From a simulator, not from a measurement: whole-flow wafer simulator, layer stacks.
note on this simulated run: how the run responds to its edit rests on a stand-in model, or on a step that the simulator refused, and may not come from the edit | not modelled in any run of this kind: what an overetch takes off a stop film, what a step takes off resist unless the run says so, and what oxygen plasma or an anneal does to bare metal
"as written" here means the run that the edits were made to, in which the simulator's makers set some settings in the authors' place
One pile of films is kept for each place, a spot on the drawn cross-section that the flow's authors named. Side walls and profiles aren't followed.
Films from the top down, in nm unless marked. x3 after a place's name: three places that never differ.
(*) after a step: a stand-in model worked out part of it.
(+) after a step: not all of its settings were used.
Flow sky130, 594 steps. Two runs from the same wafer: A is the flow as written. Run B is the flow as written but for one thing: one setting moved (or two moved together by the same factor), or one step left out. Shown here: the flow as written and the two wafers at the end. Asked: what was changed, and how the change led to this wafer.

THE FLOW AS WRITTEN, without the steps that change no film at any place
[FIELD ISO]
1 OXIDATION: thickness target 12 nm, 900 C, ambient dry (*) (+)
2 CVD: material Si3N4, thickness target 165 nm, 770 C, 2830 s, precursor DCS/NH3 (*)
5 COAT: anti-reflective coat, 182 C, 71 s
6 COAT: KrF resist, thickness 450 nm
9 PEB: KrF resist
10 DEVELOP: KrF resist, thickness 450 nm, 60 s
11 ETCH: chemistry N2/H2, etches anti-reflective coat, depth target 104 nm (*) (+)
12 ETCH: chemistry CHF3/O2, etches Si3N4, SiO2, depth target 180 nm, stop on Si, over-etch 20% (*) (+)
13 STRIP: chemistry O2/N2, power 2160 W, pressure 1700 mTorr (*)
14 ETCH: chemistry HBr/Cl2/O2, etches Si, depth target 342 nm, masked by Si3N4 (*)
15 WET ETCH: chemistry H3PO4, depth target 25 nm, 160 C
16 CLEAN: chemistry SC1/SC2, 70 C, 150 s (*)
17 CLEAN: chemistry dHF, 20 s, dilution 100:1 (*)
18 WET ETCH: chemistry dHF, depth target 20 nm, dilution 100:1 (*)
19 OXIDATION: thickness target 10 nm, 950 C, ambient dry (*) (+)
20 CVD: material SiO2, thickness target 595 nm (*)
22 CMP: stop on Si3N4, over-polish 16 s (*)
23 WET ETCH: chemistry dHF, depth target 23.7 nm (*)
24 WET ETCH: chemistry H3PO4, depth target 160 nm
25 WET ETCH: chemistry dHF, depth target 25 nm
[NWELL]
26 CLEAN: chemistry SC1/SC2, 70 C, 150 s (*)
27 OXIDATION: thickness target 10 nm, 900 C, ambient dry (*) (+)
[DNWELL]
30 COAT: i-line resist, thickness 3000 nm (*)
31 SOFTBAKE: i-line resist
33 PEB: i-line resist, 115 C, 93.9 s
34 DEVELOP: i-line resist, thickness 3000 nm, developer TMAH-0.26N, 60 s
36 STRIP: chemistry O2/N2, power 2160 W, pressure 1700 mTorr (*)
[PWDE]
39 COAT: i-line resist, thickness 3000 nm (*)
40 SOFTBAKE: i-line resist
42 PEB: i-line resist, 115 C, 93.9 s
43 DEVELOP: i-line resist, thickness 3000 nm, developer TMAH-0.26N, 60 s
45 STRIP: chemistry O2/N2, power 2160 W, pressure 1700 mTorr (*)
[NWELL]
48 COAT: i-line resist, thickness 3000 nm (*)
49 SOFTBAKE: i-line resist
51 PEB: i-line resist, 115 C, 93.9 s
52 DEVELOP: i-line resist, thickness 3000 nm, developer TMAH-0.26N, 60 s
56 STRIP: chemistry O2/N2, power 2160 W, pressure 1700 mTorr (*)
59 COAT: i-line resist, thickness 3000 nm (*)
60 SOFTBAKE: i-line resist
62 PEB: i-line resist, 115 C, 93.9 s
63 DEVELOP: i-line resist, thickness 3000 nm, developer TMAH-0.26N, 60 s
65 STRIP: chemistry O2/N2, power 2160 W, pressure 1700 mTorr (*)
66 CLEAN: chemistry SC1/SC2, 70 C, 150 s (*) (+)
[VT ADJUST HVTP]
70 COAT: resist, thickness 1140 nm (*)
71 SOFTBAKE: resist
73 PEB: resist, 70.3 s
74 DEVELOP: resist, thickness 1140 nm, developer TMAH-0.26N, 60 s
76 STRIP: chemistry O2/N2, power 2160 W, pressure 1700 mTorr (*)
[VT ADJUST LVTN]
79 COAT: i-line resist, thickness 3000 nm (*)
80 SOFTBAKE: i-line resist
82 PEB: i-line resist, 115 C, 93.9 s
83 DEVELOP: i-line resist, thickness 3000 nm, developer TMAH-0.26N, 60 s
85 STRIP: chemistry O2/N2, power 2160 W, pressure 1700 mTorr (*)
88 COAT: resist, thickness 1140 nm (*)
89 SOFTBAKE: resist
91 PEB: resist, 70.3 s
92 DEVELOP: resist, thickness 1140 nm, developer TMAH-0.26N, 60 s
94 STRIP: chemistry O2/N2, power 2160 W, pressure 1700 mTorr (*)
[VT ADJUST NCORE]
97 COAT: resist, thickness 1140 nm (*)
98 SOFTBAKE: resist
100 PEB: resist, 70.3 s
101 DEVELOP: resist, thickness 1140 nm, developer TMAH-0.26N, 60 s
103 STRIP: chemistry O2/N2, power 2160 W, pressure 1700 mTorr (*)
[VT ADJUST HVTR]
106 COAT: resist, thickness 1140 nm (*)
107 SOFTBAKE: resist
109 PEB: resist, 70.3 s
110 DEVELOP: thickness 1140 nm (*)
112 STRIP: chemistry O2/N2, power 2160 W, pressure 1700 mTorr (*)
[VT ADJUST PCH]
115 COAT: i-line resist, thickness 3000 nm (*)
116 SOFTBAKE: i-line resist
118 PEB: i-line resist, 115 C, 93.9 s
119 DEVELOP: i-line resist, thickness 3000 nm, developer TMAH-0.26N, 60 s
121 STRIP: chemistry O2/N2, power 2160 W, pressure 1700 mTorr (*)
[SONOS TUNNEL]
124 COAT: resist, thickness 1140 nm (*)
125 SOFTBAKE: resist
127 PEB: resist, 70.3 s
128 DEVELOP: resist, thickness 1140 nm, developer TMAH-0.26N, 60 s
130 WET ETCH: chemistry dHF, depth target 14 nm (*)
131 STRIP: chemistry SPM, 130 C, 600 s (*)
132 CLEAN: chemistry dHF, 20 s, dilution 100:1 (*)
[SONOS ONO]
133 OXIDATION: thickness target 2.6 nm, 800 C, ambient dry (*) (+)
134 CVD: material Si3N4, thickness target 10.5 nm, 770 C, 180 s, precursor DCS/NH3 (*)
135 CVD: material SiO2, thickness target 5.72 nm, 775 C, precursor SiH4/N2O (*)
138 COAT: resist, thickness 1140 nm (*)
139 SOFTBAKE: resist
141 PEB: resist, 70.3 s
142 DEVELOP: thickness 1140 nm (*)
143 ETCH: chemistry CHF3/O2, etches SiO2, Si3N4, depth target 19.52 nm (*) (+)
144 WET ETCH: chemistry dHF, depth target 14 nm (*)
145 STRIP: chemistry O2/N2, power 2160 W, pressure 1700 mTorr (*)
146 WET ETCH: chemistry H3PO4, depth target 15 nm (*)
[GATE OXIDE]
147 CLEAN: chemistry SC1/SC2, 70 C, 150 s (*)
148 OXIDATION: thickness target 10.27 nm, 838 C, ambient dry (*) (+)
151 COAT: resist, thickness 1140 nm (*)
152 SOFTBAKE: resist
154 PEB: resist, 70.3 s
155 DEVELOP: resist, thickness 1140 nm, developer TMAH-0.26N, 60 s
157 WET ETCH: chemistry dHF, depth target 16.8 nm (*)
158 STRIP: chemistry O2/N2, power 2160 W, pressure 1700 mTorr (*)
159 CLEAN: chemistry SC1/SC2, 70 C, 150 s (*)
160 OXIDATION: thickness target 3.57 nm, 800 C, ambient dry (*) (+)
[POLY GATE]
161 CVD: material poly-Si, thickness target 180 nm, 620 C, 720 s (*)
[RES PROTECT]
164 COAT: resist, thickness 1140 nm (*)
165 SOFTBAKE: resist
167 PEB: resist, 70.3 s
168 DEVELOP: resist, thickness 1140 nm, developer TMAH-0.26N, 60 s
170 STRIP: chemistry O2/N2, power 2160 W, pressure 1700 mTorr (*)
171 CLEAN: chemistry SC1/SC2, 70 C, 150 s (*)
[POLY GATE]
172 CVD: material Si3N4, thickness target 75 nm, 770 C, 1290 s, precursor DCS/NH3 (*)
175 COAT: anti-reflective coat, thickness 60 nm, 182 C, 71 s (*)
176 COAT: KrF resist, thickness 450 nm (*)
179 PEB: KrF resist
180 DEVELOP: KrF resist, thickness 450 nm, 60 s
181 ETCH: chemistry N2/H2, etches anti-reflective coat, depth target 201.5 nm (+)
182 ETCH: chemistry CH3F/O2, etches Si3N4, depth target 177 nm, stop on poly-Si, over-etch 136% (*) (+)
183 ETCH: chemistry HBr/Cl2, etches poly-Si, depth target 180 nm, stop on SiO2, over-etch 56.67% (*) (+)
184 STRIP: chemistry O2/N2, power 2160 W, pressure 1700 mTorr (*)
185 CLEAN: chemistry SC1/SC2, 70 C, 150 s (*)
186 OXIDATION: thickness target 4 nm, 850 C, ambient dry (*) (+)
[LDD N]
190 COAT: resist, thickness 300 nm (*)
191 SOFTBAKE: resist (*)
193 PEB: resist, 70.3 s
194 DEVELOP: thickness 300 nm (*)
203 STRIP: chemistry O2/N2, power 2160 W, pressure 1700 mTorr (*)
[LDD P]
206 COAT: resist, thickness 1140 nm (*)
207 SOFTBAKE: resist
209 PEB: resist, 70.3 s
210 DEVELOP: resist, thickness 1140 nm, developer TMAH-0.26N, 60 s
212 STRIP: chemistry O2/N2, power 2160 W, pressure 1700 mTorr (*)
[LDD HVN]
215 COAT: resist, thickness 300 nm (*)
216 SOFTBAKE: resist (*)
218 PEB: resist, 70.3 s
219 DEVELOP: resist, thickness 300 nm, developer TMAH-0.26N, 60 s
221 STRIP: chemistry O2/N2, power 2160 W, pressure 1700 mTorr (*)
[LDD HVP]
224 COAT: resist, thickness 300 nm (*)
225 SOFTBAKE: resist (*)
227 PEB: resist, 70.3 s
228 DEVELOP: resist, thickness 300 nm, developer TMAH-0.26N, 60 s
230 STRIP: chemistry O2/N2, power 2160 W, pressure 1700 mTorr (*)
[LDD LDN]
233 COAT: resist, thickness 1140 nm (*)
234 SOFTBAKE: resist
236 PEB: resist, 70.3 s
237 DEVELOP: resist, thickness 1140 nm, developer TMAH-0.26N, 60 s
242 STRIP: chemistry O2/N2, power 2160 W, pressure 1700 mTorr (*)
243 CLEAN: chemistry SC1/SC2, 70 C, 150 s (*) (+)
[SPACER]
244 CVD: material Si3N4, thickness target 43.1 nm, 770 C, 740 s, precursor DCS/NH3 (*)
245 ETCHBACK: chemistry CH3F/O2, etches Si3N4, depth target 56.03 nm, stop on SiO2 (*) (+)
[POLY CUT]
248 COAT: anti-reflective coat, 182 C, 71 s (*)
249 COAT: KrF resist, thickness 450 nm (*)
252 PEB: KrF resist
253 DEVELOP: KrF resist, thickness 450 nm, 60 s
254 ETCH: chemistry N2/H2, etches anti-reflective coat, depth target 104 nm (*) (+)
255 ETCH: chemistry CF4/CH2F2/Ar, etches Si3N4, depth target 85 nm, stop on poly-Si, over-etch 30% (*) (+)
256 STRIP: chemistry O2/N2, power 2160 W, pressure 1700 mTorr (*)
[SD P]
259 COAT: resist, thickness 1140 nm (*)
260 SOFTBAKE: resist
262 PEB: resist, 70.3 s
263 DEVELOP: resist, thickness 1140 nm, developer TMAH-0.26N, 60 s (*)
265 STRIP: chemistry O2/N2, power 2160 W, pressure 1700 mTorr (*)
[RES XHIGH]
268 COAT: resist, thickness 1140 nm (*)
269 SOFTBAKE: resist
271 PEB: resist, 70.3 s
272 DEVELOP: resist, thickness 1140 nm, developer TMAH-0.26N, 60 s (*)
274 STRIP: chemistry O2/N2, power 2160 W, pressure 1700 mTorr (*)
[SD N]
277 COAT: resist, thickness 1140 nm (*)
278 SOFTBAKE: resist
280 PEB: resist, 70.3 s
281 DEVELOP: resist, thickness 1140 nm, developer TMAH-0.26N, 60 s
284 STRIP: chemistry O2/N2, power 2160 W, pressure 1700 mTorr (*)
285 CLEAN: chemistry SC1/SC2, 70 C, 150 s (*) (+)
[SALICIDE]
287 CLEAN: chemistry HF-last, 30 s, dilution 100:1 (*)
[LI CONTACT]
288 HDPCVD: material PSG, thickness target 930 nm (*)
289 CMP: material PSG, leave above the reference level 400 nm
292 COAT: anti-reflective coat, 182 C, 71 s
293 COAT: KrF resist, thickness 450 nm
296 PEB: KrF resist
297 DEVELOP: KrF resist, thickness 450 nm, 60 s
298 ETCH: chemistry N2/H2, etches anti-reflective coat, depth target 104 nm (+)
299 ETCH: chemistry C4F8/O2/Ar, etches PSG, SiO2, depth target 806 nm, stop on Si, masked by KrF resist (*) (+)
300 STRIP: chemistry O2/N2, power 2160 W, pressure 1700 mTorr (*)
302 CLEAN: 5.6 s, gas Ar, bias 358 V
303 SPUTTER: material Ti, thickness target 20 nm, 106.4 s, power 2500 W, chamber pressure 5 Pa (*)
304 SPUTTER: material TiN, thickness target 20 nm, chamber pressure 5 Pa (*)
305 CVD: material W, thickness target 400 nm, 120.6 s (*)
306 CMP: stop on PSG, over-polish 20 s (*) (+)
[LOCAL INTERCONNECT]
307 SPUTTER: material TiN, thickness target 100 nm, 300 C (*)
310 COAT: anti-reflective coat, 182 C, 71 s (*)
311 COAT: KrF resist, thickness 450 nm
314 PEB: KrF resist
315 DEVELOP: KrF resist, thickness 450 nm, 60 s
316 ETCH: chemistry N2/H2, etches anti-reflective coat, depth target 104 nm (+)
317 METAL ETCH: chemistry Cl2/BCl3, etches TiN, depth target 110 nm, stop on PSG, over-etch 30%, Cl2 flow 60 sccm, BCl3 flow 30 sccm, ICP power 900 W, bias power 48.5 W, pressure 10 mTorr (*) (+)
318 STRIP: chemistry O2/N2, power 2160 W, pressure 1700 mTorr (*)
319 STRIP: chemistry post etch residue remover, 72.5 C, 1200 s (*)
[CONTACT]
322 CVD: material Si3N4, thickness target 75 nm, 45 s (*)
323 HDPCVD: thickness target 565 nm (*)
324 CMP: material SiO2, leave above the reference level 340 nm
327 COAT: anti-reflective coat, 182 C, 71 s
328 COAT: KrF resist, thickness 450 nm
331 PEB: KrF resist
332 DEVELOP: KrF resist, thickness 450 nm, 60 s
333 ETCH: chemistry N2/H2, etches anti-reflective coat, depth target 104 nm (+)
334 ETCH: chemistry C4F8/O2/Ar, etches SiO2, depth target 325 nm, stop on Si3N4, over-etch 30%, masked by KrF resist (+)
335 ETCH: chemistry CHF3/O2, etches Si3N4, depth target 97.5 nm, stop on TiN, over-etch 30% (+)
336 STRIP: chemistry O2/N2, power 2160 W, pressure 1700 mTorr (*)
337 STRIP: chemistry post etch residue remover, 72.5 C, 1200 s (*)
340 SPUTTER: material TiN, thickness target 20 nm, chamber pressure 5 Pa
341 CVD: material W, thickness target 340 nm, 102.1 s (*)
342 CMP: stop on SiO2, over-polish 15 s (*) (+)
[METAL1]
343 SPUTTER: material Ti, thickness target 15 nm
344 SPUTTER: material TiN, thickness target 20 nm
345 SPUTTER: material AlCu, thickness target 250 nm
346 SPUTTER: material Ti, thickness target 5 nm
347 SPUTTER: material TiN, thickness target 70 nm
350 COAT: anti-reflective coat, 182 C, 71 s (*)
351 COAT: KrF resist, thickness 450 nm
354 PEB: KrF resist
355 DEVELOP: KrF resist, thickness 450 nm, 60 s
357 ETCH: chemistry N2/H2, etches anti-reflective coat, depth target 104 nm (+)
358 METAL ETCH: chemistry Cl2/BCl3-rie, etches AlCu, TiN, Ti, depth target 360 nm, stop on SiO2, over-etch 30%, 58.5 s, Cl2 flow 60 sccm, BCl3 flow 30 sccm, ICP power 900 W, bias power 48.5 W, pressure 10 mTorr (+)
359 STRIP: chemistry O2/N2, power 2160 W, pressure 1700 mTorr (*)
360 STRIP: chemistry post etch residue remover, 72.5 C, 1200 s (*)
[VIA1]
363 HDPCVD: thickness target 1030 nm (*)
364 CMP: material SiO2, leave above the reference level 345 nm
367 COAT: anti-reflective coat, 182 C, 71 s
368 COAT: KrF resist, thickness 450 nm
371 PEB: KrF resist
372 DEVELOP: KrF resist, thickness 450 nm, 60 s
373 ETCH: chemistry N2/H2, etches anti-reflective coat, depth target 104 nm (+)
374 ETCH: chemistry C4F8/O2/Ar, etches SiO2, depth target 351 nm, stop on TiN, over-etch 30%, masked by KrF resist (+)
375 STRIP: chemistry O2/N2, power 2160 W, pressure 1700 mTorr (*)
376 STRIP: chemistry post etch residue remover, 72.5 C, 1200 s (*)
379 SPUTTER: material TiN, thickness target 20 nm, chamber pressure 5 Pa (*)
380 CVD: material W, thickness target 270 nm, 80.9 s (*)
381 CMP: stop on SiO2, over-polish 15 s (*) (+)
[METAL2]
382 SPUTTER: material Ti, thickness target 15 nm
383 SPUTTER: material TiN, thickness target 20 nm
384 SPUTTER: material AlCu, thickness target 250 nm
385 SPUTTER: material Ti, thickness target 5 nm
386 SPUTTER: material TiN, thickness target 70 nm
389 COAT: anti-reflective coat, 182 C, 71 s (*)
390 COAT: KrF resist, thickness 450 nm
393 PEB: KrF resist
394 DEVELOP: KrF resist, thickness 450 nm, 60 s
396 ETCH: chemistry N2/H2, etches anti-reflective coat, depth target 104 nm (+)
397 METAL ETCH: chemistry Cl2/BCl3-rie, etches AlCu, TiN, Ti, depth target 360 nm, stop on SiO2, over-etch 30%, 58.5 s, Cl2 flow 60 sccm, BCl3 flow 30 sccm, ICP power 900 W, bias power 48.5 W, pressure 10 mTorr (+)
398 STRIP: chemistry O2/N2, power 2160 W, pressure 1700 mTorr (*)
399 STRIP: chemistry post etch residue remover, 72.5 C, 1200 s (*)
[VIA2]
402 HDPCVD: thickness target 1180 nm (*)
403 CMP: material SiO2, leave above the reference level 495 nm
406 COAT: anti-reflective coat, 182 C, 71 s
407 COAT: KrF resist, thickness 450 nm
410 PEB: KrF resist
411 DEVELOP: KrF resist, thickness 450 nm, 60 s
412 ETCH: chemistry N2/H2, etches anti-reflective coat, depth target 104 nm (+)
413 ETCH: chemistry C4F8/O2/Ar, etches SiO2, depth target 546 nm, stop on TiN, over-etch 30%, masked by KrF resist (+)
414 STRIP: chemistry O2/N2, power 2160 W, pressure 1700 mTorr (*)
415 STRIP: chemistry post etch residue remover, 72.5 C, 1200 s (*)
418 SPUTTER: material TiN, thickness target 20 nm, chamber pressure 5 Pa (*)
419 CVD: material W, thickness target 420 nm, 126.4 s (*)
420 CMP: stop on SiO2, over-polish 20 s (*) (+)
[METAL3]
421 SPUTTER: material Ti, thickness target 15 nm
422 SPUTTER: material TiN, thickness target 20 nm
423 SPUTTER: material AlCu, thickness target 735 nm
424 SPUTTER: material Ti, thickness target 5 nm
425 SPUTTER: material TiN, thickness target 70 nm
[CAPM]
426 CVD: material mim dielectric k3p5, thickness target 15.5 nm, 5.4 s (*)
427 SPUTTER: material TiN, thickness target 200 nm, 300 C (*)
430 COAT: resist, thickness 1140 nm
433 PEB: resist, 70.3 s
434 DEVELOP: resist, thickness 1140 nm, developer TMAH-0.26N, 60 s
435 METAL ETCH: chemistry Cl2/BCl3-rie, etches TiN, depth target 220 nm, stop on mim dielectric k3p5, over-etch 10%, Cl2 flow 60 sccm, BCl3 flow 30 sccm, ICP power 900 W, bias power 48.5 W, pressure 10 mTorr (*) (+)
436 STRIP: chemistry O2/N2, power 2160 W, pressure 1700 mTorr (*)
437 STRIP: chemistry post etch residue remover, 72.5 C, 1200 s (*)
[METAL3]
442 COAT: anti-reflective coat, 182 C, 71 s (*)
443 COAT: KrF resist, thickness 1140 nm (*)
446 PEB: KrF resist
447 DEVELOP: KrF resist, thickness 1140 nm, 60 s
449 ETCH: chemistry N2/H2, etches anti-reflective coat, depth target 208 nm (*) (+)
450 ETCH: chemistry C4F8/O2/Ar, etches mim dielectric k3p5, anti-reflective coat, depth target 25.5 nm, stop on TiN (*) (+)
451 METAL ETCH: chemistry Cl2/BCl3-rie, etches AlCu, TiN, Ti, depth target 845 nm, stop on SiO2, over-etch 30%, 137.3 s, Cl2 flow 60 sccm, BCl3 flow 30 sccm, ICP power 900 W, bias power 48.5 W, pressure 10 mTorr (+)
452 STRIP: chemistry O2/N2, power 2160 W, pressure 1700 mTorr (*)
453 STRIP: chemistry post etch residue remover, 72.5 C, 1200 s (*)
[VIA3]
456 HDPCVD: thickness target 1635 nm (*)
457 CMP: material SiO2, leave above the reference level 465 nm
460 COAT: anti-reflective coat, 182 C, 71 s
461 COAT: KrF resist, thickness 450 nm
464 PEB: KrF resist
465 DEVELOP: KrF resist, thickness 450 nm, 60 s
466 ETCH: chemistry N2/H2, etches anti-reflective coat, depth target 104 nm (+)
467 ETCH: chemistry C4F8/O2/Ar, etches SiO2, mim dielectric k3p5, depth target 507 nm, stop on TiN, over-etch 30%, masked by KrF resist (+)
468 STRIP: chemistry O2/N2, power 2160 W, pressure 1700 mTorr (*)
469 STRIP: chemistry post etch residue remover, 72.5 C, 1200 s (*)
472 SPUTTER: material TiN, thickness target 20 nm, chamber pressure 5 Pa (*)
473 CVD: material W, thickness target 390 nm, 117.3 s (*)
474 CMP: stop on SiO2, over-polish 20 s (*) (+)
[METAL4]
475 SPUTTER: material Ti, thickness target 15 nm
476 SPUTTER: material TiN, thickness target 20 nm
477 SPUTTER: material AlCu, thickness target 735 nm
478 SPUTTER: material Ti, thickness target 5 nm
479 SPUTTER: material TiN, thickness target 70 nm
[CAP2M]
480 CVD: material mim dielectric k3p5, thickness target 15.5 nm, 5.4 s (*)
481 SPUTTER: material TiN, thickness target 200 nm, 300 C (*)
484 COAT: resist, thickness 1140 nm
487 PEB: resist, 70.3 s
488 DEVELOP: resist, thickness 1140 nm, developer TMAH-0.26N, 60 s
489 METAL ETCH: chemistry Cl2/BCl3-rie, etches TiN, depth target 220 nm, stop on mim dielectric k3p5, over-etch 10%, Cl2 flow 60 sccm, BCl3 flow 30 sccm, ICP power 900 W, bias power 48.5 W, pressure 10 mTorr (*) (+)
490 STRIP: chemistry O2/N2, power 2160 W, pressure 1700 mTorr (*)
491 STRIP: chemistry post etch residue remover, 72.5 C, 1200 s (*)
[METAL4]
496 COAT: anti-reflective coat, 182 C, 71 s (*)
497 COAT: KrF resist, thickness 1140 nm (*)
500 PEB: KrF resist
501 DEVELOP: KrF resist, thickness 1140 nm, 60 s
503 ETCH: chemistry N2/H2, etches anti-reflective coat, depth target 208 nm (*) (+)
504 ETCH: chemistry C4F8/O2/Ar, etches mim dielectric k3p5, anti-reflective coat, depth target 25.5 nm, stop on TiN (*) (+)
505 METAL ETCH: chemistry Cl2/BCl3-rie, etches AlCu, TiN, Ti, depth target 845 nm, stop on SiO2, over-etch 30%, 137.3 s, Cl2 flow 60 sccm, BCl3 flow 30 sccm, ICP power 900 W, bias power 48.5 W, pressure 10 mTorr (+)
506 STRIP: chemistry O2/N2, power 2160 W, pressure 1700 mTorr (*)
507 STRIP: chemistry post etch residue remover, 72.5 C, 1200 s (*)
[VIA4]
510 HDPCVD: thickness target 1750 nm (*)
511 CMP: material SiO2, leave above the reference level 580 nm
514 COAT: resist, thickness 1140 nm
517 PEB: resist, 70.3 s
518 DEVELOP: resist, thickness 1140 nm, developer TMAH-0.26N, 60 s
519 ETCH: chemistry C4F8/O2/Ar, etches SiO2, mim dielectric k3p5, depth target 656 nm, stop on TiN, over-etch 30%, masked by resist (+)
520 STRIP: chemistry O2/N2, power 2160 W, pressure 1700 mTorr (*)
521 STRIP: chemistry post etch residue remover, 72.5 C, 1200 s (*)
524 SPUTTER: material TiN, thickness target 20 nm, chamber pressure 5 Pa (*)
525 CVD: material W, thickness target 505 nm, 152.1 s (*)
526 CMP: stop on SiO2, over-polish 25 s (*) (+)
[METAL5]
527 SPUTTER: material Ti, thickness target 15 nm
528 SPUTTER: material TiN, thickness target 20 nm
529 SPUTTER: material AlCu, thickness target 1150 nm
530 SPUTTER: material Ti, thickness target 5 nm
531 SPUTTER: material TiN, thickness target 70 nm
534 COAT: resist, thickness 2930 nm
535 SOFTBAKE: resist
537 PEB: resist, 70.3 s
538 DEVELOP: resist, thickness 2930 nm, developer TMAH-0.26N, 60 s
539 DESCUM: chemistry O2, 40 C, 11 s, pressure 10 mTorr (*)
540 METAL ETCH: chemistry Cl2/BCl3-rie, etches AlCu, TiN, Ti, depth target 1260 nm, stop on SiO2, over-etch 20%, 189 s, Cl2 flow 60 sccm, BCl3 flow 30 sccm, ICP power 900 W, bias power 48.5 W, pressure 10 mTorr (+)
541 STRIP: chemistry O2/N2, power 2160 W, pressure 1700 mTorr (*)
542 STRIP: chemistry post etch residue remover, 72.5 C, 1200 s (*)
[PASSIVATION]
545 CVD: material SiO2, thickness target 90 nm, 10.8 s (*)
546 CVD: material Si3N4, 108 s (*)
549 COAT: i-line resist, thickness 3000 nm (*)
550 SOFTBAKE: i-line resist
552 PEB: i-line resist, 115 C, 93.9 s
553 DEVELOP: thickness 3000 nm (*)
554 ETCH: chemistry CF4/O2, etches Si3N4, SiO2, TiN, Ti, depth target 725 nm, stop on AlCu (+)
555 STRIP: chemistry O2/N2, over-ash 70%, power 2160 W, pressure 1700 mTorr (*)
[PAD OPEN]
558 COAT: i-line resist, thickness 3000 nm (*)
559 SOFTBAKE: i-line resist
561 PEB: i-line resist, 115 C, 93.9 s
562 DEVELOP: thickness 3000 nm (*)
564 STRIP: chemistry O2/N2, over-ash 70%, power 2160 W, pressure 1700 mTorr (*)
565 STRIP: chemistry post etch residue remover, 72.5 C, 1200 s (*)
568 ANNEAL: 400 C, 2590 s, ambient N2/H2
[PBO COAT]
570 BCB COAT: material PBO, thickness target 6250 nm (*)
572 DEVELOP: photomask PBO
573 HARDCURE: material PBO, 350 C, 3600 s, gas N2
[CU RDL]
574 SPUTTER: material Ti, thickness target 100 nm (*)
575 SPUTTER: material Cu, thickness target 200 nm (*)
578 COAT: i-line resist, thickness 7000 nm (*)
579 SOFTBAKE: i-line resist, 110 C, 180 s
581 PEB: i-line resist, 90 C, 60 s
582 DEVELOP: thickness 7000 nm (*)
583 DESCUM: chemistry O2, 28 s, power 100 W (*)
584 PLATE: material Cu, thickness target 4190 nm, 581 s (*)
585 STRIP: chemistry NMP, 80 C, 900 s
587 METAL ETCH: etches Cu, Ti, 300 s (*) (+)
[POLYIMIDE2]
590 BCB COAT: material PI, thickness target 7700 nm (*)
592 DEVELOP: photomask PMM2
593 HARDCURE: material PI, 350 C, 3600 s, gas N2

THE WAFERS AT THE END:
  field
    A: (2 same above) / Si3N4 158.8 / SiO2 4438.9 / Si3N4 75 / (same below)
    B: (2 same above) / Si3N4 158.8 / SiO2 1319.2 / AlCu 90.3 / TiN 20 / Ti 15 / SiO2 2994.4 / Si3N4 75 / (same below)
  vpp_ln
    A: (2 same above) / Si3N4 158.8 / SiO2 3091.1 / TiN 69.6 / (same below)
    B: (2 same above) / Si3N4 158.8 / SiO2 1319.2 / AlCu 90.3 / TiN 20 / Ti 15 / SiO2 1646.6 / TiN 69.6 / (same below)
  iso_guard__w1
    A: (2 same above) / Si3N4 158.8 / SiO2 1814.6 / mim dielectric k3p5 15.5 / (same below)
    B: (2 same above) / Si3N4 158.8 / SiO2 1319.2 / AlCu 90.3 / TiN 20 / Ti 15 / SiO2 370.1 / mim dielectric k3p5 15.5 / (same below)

The cause: step 505, METAL ETCH: depth target 549.2 nm was run, where the flow has depth target 845 nm; step 505, METAL ETCH: 89.2 s was run, where the flow has 137.3 s.

How the change led to this, step by step:
  505 METAL ETCH: chemistry Cl2/BCl3-rie, etches AlCu, TiN, Ti, depth target 845 nm, stop on SiO2, over-etch 30%, 137.3 s, Cl2 flow 60 sccm, BCl3 flow 30 sccm, ICP power 900 W, bias power 48.5 W, pressure 10 mTorr (+)
      field, gate, spacer and 68 more: A TiN -70 (all of it), Ti -5 (all of it), AlCu -735 (all of it), TiN -20 (all of it), Ti -15 (all of it), SiO2 -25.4 | B TiN -70 (all of it), Ti -5 (all of it), AlCu -639
      active, vpp_iso1, mim_edge_plate and 14 more: A TiN -70 (all of it), Ti -5 (all of it), AlCu -735 (all of it), TiN -20 (all of it), Ti -15 (all of it), SiO2 -25.3 | B TiN -70 (all of it), Ti -5 (all of it), AlCu -639
      (and at 105 more places)
  506 STRIP: chemistry O2/N2, power 2160 W, pressure 1700 mTorr (*)
      gate_hv, mim, dice_street and 76 more: A KrF resist -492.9 (all of it), anti-reflective coat -80 (all of it) | B KrF resist -685.2 (all of it), anti-reflective coat -80 (all of it)
      n_well, p_well, sd_n, sd_p, pad, mim_edge_plate_strap, mim_edge_gap_sheet: A KrF resist -492.9 (all of it), anti-reflective coat -80 (all of it) | B KrF resist -685.1 (all of it), anti-reflective coat -80 (all of it)
      (and at 19 more places)
  507 STRIP: chemistry post etch residue remover, 72.5 C, 1200 s (*)
      field, active, gate and 85 more: A nothing | B AlCu -5.72
  510 HDPCVD: thickness target 1750 nm (*)
      field, active, gate and 85 more: A SiO2 +1750 | B SiO2 +1750 (new film)
  511 CMP: material SiO2, leave above the reference level 580 nm
      field, active, gate and 77 more: A SiO2 -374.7 | B SiO2 -525.3
      iso_guard__w1, mim_edge_gap, vpp_l1ln, vpp_m3ln, rpm_encl, via2_enc, rpm_encl_psd, iso_guard_nsd_tip: A SiO2 -374.6 | B SiO2 -525.3
Counting metal films that touch as one body, field has 1 body; the flow as written gives 0 bodies.
Counting metal films that touch as one body, vpp_ln has 3 bodies (between them, from the top down: SiO2 1646.6; SiO2 267.2); the flow as written gives 2 bodies (between them, from the top down: SiO2 267.2).
Counting metal films that touch as one body, iso_guard__w1 has 2 bodies (between them, from the top down: SiO2 370.1 / mim dielectric k3p5 15.5); the flow as written gives 1 body.
